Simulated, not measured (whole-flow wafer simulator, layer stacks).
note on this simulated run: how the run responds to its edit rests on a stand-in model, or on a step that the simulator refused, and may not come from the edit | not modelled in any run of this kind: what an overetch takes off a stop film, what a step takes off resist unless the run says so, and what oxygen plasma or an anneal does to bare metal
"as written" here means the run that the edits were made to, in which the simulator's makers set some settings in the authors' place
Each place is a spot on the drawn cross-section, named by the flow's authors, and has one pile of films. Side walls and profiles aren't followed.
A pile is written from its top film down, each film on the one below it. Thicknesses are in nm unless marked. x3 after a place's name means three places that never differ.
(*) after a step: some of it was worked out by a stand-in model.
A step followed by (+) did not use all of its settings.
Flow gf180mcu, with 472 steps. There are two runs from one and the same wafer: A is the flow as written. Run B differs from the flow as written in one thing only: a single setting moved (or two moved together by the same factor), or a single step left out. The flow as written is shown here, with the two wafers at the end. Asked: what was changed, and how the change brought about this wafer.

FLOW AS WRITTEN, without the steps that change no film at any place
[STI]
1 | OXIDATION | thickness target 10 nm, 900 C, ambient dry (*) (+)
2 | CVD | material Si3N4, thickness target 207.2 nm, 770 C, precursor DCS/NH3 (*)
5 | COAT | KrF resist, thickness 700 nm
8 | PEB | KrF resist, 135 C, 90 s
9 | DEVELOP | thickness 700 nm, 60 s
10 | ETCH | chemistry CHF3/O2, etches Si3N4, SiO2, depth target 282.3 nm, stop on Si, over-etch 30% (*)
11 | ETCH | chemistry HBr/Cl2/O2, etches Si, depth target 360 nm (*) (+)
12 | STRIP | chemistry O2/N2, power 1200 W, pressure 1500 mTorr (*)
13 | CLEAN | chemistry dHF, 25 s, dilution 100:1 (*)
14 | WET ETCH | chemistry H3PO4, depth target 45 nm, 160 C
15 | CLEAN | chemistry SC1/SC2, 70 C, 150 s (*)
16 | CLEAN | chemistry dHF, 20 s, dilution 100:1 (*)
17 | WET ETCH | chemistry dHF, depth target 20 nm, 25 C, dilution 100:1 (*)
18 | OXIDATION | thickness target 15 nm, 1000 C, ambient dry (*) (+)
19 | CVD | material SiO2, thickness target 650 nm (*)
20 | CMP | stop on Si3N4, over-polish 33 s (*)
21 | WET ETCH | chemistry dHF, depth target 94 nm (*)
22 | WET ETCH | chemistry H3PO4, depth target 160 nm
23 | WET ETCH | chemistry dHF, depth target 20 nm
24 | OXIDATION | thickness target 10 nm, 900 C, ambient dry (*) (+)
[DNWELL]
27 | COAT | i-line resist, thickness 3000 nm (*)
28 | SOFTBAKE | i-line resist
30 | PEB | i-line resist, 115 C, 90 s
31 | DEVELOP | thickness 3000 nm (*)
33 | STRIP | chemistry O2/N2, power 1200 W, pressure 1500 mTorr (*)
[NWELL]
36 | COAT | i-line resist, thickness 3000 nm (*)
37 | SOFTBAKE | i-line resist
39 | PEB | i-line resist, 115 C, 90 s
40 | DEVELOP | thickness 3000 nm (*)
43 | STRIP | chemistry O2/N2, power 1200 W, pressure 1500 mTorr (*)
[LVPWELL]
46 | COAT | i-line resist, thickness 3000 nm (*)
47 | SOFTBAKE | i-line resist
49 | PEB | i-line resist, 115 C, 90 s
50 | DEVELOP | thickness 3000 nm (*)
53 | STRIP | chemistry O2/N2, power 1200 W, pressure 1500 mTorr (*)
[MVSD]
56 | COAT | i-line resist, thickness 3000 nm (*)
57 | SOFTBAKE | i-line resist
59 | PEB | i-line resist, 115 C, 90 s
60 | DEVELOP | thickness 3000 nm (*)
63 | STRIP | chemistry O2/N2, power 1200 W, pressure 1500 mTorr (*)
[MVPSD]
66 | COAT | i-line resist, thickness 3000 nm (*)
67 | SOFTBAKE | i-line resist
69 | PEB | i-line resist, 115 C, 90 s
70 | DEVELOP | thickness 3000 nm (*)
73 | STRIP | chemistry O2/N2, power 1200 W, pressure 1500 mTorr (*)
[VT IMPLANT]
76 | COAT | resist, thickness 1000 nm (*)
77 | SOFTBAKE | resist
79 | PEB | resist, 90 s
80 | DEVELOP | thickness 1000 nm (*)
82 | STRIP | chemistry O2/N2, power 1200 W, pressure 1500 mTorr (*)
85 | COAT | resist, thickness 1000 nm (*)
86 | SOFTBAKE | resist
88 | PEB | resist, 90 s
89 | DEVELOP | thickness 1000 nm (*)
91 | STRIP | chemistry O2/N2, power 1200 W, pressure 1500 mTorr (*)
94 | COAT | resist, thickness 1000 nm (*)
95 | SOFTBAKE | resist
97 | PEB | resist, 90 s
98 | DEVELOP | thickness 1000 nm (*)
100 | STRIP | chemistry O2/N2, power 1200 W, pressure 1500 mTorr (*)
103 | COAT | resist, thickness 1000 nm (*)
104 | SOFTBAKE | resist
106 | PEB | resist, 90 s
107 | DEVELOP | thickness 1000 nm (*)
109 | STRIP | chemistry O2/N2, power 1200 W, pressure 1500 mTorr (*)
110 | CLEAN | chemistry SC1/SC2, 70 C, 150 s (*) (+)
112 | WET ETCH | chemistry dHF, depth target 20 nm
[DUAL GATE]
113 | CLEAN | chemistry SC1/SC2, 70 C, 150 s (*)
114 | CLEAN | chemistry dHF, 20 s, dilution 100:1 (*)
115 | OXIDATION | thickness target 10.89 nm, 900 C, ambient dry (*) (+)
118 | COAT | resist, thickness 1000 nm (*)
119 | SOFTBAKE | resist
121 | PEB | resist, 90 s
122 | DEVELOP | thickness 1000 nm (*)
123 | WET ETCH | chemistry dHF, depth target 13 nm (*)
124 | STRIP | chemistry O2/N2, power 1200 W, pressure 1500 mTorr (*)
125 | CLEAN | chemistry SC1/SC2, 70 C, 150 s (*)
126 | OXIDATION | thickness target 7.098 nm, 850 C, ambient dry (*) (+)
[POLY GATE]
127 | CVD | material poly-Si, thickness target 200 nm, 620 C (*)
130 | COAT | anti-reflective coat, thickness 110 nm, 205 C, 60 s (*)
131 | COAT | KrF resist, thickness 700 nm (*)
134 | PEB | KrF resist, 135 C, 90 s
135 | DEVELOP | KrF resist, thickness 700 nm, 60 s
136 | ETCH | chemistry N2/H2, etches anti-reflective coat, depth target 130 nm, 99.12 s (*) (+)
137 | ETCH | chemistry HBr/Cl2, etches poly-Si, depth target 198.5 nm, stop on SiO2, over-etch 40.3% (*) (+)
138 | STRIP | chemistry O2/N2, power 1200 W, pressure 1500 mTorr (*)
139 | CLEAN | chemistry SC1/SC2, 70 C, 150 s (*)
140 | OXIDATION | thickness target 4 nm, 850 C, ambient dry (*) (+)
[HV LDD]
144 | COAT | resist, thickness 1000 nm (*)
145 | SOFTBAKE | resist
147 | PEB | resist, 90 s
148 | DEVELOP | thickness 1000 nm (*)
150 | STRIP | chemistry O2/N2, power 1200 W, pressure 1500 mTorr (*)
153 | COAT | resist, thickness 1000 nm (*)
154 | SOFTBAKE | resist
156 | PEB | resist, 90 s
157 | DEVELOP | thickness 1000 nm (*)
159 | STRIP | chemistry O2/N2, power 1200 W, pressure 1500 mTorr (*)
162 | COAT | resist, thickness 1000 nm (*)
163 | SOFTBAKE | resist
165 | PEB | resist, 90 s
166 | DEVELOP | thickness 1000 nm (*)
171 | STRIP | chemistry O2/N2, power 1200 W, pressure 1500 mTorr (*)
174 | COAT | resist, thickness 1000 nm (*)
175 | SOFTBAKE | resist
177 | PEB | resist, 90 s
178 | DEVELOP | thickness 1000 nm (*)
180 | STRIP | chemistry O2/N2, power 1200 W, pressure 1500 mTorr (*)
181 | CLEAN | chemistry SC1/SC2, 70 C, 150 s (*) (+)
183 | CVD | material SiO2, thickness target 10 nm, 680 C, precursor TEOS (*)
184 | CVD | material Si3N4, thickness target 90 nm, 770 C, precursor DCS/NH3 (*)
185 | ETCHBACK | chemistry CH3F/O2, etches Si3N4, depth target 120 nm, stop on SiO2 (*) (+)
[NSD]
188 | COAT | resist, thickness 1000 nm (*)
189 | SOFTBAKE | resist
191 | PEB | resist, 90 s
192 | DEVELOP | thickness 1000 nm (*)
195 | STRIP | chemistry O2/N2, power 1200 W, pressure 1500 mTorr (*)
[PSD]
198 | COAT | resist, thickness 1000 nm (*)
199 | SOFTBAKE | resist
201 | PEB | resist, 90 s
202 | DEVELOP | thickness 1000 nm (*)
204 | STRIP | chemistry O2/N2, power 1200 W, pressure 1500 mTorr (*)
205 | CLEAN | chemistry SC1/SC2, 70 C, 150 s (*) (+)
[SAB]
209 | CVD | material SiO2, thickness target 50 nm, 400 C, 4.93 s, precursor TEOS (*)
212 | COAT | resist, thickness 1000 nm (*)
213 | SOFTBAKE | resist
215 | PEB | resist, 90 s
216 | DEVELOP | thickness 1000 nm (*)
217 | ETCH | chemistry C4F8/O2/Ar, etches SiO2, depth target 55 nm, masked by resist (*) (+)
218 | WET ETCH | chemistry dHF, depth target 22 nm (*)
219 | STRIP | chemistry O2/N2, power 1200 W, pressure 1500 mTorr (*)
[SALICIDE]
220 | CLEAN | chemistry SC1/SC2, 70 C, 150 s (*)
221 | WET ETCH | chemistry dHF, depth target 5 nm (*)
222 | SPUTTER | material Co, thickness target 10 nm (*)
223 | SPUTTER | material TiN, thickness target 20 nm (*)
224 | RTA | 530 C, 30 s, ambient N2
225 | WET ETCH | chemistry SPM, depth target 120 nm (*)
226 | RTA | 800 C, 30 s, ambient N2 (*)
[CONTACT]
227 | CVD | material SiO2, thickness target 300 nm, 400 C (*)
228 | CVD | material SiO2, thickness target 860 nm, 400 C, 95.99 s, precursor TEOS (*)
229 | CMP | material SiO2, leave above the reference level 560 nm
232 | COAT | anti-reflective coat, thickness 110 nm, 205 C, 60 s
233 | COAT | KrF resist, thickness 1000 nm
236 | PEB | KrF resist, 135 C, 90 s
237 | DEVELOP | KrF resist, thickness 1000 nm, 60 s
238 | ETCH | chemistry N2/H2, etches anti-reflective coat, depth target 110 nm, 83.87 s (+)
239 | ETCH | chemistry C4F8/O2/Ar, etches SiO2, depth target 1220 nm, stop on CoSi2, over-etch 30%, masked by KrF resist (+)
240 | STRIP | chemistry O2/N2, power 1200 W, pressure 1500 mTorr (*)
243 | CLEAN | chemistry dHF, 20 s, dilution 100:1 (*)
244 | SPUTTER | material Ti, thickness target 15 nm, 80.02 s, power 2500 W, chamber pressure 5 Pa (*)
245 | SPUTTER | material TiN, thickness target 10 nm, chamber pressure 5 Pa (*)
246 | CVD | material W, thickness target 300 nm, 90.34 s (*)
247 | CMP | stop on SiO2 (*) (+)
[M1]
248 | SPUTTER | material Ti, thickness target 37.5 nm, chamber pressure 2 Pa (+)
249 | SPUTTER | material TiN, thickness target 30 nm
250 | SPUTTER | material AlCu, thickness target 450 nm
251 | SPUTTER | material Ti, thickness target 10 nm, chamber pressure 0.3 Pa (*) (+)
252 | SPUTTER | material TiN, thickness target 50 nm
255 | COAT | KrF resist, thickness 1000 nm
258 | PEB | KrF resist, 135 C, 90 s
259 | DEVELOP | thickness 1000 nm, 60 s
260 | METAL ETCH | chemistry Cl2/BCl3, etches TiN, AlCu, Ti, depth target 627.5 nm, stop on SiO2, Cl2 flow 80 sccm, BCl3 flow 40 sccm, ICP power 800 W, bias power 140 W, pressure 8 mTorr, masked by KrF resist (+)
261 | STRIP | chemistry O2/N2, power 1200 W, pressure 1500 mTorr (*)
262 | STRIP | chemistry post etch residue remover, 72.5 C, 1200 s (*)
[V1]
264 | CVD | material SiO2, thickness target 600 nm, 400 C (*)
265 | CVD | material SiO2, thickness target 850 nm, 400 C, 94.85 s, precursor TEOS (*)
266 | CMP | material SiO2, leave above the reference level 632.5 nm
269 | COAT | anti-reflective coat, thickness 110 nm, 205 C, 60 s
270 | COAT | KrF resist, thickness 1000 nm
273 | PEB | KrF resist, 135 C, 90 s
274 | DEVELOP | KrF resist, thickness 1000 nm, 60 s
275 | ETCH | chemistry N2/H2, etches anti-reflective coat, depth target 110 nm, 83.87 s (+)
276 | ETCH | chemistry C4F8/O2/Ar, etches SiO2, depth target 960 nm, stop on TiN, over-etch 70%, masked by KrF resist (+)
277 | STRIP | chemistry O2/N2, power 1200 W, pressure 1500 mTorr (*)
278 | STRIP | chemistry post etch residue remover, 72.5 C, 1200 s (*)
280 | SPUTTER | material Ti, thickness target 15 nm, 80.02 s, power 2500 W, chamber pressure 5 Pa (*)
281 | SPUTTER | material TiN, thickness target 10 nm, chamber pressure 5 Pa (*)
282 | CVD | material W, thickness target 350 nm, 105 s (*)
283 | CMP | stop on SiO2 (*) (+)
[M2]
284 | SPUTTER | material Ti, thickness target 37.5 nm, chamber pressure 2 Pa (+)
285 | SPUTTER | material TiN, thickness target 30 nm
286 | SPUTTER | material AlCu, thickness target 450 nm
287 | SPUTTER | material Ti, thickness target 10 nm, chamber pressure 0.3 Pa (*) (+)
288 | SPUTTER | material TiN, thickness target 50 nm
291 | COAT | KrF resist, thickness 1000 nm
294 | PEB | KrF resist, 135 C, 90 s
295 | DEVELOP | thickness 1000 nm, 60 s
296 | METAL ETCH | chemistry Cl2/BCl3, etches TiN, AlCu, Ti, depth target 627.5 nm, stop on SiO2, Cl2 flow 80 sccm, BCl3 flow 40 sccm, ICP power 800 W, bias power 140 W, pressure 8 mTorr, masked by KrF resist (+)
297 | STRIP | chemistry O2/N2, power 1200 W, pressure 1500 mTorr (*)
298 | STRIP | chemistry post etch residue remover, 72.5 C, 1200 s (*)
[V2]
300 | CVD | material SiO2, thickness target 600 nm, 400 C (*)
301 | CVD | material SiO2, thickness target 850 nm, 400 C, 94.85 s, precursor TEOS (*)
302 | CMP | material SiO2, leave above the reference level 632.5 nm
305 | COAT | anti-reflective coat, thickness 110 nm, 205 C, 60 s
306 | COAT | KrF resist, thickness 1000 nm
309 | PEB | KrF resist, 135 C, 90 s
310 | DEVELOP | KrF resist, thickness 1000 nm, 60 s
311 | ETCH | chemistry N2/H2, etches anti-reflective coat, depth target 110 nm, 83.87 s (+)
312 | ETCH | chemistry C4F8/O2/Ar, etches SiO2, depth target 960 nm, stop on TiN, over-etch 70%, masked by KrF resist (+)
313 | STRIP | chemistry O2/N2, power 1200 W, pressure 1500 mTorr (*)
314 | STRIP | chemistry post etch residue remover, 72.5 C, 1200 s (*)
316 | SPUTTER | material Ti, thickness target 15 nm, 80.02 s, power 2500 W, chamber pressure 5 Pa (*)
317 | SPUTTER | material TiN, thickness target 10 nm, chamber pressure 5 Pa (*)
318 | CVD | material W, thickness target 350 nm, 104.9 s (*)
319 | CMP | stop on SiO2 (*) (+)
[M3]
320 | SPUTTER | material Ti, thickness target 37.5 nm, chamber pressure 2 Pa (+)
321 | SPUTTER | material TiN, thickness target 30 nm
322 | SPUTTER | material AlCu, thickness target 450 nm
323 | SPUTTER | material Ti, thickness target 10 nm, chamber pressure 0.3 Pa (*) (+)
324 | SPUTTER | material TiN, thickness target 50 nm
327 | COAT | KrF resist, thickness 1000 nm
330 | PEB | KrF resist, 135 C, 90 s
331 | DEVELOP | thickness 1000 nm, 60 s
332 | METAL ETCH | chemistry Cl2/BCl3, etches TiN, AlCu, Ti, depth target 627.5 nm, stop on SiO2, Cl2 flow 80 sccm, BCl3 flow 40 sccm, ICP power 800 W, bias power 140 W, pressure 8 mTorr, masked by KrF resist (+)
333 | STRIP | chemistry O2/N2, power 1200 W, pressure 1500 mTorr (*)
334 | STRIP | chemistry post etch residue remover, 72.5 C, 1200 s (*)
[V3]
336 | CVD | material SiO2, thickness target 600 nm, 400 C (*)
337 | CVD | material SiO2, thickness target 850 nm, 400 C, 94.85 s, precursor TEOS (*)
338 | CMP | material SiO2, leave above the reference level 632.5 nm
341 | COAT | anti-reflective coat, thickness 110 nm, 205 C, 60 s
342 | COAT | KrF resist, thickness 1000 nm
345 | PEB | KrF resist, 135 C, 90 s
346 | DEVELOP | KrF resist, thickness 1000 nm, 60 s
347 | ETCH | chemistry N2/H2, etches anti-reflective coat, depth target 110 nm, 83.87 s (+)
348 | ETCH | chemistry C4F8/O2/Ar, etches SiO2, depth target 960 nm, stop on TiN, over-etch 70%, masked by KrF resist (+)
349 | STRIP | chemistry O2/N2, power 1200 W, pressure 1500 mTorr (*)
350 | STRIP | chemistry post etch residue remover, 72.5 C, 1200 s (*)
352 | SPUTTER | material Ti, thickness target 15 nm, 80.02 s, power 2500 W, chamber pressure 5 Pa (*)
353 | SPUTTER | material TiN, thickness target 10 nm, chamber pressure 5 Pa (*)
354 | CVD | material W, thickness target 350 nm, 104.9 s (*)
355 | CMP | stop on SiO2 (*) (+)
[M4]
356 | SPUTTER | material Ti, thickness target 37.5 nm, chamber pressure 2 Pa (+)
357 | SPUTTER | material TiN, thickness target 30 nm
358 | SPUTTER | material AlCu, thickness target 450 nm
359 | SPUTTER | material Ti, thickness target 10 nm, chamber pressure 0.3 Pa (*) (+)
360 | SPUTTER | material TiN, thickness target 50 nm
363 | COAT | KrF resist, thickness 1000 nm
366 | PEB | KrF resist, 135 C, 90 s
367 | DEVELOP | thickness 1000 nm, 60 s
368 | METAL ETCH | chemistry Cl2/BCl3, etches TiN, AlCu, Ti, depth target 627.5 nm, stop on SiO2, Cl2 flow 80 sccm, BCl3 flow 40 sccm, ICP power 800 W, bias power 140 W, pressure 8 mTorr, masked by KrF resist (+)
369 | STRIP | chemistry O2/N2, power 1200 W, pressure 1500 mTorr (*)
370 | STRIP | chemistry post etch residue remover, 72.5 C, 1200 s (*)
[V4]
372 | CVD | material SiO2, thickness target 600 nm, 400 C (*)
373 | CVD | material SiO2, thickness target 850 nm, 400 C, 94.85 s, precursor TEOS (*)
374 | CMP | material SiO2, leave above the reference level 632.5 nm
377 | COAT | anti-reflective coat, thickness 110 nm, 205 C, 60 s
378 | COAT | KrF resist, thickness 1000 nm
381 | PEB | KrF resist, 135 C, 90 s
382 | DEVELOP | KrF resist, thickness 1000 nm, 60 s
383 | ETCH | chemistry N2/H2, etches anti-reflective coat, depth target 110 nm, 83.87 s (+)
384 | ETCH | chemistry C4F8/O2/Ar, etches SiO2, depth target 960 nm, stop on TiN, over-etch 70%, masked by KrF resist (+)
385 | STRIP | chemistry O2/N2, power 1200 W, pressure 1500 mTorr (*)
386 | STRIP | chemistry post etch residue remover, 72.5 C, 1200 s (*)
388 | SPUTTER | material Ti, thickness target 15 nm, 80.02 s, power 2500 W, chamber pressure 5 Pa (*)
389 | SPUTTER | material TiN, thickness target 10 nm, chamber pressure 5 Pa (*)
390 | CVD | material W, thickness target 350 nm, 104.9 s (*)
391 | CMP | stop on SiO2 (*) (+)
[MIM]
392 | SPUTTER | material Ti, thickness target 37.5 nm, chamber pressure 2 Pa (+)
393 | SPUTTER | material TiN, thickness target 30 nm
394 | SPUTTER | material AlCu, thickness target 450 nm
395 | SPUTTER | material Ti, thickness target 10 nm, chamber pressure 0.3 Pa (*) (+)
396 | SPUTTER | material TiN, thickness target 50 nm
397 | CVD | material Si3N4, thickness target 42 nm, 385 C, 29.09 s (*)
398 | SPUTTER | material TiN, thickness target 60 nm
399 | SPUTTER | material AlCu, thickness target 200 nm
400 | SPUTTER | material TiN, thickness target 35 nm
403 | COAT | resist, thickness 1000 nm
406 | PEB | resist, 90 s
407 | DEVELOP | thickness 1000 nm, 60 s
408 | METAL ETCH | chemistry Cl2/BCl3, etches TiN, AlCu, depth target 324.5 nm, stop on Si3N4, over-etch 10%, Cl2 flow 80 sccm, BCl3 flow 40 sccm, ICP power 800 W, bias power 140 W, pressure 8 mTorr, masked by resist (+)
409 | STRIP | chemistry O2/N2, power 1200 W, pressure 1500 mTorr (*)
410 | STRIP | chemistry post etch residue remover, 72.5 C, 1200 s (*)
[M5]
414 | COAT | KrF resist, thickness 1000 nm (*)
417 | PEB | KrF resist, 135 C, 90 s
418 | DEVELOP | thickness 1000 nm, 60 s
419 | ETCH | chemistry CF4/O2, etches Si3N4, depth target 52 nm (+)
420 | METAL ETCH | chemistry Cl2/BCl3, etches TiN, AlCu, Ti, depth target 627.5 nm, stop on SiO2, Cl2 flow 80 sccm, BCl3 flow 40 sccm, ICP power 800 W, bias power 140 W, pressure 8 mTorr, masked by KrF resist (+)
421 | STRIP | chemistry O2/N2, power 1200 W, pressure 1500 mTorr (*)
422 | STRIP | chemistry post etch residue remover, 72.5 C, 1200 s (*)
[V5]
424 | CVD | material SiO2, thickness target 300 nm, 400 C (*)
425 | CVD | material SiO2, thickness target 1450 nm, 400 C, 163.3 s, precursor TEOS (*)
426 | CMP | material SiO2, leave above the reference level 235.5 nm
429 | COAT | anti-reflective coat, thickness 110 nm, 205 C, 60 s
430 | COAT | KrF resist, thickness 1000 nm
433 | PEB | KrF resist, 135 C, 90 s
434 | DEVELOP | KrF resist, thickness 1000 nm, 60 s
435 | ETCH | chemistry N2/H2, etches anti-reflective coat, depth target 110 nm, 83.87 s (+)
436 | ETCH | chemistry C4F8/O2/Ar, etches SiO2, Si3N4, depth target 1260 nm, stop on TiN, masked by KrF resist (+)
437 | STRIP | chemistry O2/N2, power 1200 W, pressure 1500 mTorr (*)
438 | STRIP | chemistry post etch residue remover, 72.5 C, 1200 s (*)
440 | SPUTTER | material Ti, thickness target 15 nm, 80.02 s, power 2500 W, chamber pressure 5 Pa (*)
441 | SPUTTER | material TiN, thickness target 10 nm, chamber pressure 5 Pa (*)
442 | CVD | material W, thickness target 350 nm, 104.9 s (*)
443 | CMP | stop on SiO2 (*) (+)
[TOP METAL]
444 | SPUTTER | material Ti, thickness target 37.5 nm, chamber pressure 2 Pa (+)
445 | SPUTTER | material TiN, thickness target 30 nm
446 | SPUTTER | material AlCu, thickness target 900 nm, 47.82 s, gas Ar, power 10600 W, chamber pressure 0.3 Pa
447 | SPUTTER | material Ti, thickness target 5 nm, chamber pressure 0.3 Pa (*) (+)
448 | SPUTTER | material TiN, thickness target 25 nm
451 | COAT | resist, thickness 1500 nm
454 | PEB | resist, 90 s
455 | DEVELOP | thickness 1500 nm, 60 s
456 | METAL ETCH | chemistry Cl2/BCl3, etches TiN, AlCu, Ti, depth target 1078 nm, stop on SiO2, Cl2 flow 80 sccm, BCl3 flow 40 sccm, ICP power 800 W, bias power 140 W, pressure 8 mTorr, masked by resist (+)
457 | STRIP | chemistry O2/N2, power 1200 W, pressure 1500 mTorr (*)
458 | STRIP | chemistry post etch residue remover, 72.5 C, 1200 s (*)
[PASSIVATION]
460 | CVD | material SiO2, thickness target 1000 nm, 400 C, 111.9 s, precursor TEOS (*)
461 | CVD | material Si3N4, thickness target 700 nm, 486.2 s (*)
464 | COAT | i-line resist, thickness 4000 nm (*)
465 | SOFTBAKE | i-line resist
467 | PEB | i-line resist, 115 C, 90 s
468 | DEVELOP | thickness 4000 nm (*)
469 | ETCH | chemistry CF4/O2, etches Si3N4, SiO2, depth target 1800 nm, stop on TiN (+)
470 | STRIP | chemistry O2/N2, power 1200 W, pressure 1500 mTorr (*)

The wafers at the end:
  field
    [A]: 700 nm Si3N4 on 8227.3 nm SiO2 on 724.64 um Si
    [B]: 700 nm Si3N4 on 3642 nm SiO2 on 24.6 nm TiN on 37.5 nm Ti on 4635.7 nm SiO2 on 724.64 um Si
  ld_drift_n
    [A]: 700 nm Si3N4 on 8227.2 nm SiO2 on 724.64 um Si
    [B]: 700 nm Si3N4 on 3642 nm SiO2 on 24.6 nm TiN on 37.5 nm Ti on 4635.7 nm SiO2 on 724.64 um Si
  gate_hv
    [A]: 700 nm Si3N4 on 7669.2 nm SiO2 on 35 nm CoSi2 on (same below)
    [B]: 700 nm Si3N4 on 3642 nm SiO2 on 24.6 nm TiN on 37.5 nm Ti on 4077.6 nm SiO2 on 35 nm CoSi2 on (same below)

The reason: step 358, SPUTTER: thickness target 562.5 nm was run, though the flow has thickness target 450 nm.

How this came from the change, step by step:
  358 | SPUTTER | material AlCu, thickness target 450 nm
      field, field__w1, field__w2 and 108 more: A AlCu gains 450 (new film) | B AlCu gains 562.5 (new film)
  368 | METAL ETCH | chemistry Cl2/BCl3, etches TiN, AlCu, Ti, depth target 627.5 nm, stop on SiO2, Cl2 flow 80 sccm, BCl3 flow 40 sccm, ICP power 800 W, bias power 140 W, pressure 8 mTorr, masked by KrF resist (+)
      field, field__w1, field__w2 and 103 more: A TiN loses 50 (all of it), Ti loses 10 (all of it), AlCu loses 450 (all of it), TiN loses 30 (all of it), Ti loses 37.5 (all of it) | B TiN loses 50 (all of it), Ti loses 10 (all of it), AlCu loses 562.5 (all of it), TiN loses 5
  372 | CVD | material SiO2, thickness target 600 nm, 400 C (*)
      field, field__w1, field__w2 and 103 more: A SiO2 gains 600 | B SiO2 gains 600 (new film)
  374 | CMP | material SiO2, leave above the reference level 632.5 nm
      field, field__w1, field__w2 and 103 more: A SiO2 loses 300 | B SiO2 loses 249.6
Taking metal films that touch as one body, field has 1 body; the flow as written gives 0 bodies.
Taking metal films that touch as one body, ld_drift_n has 1 body; the flow as written gives 0 bodies.
Taking metal films that touch as one body, gate_hv has 2 bodies (between them, from the top down: SiO2 4077.6); the flow as written gives 1 body.
